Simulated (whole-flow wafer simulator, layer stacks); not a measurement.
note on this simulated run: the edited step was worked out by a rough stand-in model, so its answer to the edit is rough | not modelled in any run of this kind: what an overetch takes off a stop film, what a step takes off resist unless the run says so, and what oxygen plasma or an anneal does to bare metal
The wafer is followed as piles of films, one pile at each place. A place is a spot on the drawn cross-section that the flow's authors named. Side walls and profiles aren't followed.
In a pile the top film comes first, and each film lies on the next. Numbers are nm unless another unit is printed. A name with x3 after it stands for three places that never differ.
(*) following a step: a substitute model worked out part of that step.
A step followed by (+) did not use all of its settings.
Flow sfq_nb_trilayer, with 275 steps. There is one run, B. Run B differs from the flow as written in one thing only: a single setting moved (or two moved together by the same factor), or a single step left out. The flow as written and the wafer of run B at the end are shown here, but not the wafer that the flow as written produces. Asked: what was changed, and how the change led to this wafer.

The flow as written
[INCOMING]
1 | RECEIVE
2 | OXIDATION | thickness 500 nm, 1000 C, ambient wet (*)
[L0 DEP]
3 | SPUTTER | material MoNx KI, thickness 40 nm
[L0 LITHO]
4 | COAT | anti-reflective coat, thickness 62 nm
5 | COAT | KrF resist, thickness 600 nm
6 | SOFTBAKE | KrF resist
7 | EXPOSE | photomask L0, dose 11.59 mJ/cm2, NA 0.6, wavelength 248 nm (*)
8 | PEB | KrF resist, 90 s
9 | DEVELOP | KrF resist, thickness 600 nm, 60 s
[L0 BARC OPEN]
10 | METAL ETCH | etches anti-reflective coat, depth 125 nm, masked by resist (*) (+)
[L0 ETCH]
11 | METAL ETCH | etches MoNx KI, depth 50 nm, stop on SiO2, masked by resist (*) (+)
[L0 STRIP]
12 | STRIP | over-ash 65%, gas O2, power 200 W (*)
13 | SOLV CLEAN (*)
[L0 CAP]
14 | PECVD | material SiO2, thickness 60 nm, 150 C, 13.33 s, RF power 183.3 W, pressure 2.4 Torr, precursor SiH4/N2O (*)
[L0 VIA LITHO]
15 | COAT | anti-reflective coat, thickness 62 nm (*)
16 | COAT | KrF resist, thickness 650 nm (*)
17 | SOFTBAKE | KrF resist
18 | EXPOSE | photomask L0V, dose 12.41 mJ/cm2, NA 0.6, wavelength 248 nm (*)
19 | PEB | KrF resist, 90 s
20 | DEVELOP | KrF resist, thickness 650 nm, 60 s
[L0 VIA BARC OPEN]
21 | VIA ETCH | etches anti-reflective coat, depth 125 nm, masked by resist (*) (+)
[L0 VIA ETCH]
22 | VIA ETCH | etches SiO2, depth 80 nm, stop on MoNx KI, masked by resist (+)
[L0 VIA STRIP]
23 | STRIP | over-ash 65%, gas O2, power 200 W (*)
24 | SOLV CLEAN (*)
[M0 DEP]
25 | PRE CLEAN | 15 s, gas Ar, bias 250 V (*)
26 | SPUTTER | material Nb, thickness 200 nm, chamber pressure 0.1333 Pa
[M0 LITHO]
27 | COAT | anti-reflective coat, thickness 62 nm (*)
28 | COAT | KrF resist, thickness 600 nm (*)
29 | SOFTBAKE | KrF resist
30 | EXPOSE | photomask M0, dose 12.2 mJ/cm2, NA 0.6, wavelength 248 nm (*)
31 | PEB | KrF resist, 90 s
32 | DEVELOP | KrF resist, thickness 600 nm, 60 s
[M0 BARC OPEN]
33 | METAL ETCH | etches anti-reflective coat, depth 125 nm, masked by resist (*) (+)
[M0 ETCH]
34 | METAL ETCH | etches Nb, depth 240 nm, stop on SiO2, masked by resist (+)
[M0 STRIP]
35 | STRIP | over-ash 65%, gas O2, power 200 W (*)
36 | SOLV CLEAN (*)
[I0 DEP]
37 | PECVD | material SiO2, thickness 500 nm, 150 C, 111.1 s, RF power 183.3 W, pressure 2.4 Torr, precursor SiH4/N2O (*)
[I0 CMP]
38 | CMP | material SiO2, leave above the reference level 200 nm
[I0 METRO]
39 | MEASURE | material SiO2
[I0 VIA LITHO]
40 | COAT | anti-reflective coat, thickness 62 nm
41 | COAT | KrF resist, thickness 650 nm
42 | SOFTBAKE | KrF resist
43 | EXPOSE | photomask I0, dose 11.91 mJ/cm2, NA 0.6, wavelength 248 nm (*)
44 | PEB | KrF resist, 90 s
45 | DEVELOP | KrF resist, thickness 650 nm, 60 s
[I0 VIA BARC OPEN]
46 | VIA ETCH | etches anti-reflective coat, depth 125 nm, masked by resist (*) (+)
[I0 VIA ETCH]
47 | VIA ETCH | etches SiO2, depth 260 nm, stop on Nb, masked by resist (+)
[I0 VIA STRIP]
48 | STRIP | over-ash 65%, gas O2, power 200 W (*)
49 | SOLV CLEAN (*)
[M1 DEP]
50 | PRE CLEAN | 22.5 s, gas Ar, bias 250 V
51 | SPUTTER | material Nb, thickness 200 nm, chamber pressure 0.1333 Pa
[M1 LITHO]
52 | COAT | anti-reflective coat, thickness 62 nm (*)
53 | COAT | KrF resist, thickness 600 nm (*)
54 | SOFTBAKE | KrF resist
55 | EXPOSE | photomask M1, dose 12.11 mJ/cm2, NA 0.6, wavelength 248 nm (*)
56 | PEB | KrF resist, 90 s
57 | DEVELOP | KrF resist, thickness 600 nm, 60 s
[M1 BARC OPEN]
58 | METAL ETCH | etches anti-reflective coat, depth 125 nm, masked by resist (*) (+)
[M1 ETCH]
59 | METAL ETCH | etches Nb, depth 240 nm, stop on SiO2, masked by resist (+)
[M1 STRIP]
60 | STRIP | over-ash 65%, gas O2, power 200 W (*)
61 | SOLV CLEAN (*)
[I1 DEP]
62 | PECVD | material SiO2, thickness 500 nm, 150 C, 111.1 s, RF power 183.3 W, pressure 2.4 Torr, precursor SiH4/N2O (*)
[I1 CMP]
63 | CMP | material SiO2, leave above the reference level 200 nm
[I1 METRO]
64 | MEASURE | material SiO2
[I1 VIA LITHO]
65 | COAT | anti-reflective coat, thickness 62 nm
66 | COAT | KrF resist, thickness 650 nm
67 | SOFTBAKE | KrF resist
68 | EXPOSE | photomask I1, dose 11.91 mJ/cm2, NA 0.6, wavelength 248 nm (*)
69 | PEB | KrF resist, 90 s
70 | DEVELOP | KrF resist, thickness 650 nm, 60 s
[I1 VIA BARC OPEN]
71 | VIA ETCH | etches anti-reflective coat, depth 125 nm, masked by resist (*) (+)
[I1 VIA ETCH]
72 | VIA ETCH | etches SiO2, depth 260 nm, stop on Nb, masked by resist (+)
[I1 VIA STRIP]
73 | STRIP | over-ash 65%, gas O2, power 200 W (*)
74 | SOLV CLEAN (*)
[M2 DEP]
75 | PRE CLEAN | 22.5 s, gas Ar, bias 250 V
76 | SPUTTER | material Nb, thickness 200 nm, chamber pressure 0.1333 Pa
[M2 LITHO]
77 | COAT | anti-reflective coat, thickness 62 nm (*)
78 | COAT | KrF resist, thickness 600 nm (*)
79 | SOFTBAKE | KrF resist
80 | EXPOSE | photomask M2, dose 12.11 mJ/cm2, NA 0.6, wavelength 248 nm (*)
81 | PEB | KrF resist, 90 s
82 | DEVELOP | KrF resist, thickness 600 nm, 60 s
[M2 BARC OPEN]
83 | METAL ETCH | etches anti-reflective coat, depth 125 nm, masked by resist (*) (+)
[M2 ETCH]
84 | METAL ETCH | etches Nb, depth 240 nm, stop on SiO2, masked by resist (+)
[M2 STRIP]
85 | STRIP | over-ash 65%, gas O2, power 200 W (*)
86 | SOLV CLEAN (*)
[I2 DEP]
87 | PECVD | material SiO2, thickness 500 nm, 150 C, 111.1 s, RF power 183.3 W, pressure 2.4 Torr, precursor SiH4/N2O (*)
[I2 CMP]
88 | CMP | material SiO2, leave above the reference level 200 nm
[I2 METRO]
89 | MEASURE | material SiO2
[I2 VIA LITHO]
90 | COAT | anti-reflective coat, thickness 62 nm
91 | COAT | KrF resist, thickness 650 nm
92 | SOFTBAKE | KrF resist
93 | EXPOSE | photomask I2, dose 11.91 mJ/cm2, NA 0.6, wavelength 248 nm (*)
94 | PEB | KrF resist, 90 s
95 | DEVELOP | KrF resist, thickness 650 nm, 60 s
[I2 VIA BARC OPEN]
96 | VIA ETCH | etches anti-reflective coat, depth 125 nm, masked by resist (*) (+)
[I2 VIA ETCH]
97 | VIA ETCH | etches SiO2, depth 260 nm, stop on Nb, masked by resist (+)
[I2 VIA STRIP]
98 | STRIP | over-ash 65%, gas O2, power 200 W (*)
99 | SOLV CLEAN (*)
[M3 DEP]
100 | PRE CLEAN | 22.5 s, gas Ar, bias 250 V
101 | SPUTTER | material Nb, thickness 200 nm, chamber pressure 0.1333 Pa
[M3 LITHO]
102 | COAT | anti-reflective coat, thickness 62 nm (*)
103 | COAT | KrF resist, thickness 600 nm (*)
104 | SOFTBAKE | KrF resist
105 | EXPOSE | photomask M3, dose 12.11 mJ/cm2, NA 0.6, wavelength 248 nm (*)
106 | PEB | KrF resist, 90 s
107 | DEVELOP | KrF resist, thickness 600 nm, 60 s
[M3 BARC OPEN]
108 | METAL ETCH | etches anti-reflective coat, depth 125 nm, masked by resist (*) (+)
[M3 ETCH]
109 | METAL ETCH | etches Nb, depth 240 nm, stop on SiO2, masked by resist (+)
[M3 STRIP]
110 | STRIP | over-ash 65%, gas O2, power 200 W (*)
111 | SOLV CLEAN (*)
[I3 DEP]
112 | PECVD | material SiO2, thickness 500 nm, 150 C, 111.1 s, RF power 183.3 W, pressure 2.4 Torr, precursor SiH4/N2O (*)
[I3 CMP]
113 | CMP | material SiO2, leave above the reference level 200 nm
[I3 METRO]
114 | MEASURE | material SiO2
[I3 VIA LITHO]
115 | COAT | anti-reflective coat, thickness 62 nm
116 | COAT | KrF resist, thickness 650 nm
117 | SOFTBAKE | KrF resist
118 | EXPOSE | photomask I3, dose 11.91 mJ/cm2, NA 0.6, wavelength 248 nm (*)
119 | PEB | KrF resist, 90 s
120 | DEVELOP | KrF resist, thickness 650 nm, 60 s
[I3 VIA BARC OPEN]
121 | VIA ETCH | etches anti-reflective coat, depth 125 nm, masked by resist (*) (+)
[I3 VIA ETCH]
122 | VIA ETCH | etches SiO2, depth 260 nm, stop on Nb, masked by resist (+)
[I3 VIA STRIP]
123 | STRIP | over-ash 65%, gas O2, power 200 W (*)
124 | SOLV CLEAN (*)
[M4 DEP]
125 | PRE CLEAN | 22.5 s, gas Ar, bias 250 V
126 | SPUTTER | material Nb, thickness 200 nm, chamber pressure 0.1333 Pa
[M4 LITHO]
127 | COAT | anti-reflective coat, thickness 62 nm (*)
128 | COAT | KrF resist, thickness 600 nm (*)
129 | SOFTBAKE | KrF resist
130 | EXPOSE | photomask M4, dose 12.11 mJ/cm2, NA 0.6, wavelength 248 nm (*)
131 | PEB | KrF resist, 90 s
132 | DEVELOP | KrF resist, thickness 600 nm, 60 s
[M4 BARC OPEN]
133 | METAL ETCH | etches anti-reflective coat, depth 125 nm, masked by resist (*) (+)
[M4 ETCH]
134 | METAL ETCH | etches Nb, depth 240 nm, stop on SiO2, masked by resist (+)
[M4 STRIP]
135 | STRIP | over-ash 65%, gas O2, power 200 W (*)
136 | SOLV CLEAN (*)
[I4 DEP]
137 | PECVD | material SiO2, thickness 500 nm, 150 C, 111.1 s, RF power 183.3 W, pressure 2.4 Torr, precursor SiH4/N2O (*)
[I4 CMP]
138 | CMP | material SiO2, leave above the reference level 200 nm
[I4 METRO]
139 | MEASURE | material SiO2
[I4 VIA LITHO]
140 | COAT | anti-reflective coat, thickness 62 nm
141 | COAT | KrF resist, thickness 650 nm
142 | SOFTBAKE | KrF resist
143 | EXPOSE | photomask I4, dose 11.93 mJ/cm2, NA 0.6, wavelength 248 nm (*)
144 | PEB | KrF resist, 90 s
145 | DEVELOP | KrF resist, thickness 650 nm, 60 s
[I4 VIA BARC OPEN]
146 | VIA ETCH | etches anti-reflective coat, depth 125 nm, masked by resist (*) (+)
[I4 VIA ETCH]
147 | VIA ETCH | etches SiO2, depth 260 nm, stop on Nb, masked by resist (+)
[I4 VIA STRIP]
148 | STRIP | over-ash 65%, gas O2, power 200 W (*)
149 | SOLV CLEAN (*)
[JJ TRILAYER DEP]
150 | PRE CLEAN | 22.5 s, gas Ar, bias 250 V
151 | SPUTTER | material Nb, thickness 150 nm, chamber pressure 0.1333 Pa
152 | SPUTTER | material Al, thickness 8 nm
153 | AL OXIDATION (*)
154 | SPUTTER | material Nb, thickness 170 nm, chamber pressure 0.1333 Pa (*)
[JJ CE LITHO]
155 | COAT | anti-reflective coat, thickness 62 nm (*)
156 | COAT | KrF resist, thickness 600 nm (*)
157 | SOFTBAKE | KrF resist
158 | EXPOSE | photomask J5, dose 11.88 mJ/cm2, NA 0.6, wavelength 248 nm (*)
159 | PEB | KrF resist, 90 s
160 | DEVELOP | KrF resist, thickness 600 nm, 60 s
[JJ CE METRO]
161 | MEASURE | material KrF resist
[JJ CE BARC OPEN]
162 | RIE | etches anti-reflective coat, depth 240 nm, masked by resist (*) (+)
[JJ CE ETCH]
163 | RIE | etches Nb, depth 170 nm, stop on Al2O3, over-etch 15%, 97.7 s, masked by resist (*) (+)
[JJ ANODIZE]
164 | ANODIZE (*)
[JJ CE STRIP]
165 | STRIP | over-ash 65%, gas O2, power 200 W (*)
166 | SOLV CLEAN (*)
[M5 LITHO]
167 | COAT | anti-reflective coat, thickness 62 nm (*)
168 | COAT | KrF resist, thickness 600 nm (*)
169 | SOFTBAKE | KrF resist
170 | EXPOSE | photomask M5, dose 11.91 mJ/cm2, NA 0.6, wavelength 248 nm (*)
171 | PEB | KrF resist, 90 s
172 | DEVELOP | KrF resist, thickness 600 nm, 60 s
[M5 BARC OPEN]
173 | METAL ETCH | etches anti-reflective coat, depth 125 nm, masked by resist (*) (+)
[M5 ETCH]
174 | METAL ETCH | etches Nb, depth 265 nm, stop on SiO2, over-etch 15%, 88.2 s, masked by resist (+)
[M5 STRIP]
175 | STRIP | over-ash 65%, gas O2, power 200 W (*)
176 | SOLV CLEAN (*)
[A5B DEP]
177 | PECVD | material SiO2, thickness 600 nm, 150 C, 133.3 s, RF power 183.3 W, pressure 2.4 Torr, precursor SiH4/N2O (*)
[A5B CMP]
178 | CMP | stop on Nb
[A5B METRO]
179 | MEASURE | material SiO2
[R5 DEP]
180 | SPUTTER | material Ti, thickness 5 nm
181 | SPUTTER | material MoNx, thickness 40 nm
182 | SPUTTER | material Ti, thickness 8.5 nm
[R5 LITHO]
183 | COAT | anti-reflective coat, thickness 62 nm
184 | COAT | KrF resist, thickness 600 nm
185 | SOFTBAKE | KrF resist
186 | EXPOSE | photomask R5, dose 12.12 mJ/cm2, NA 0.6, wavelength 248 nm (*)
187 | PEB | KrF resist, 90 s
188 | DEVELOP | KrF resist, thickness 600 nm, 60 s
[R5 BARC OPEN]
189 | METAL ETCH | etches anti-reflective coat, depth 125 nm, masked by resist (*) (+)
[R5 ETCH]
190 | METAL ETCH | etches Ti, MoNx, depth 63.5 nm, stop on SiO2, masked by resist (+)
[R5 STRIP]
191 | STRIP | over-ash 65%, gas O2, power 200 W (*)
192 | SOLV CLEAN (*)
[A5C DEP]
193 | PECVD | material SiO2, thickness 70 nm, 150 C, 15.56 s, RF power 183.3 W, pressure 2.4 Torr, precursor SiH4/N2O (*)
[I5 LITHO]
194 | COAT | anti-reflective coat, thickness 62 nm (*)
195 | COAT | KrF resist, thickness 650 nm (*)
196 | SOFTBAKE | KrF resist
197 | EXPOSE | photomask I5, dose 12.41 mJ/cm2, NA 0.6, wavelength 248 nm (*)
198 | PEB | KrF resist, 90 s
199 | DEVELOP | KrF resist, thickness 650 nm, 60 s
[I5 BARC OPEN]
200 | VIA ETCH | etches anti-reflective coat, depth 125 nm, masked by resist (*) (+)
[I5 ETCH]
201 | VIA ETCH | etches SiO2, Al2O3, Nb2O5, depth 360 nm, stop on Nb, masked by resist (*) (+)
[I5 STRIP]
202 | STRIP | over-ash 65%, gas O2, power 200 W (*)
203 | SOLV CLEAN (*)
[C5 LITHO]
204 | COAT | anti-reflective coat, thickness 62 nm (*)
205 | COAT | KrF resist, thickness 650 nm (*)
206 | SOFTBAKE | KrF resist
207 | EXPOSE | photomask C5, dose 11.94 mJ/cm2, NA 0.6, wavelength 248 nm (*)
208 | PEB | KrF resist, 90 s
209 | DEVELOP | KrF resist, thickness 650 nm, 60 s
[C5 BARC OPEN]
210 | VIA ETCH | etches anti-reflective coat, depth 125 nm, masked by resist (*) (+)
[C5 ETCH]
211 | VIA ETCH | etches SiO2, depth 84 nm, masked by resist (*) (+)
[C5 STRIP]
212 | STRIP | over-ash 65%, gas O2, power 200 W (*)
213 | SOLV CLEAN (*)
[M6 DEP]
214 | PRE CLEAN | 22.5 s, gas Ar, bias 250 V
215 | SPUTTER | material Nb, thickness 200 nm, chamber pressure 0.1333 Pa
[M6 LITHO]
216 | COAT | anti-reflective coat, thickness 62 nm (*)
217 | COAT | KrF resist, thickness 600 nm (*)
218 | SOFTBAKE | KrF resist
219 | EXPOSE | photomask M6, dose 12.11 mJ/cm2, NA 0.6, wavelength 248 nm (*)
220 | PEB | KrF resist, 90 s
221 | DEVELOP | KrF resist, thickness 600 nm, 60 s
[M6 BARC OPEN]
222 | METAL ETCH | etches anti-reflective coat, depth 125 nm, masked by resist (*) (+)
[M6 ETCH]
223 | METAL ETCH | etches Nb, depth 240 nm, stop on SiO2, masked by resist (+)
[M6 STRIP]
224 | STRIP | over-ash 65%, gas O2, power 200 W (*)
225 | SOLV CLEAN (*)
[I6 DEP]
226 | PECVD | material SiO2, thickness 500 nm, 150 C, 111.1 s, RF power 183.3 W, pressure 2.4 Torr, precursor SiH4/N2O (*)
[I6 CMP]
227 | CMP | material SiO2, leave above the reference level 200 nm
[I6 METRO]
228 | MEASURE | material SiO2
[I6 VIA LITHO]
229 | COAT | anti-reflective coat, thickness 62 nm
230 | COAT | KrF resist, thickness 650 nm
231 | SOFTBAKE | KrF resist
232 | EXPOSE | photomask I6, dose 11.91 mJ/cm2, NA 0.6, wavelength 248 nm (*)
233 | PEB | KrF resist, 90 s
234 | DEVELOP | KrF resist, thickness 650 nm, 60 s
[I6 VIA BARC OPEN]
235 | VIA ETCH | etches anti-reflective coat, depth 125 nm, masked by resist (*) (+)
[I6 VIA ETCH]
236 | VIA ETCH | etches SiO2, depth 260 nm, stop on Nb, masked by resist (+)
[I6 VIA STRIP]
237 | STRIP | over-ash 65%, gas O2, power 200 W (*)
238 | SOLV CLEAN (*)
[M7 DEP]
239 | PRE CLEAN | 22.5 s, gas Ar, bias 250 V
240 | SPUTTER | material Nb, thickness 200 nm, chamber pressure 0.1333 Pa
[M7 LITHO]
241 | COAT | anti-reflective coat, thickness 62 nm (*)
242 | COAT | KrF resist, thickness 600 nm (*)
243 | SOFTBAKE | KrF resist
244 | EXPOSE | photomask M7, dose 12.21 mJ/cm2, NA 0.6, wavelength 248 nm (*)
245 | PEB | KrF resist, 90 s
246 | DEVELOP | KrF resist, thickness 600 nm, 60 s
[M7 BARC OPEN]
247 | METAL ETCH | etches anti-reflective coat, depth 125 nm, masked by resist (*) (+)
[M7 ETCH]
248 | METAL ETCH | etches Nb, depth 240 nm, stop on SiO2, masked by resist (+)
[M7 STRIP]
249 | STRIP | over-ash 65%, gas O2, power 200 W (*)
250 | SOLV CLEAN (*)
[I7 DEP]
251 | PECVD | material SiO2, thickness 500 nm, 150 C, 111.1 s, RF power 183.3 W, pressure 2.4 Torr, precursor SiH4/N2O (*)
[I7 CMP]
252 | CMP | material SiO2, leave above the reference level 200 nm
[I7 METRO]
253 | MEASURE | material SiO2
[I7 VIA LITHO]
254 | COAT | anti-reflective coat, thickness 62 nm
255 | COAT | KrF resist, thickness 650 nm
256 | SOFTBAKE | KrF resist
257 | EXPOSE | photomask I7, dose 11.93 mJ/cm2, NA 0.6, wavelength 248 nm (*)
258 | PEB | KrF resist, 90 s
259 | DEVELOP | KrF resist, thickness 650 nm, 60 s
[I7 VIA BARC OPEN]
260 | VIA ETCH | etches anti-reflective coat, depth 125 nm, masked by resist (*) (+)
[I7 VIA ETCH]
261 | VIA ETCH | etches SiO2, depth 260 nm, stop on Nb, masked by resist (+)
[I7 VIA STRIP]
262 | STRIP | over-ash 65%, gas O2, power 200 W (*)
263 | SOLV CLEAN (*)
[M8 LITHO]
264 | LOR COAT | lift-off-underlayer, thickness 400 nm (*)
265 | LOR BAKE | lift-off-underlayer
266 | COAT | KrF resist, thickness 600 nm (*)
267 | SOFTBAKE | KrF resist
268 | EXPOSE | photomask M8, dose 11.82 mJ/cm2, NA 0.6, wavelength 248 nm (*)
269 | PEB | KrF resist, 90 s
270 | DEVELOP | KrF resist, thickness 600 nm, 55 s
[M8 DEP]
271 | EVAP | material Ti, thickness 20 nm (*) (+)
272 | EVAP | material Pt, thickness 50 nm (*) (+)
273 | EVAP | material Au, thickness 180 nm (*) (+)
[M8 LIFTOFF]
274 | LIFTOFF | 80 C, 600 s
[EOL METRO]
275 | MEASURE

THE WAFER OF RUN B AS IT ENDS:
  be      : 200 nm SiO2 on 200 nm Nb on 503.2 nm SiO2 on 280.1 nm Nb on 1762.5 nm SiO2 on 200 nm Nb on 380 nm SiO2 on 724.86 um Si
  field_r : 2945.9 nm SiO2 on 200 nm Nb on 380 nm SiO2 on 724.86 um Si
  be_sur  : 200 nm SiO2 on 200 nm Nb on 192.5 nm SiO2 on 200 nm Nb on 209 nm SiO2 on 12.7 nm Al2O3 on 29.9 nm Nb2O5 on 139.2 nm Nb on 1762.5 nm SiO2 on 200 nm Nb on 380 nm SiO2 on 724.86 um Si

What caused this: step 2, OXIDATION: thickness 325 nm was run, while the flow as written has thickness 500 nm.

How this came from the change, step by step:
  2 | OXIDATION | thickness 500 nm, 1000 C, ambient wet (*)
      field_l, v_sur, via_wl and 103 more: +325 SiO2 (new film), -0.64 chemical SiO2 (all of it), -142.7 Si (it would be, as written: +500 SiO2 (new film), -0.64 chemical SiO2 (all of it), -219.7 Si)
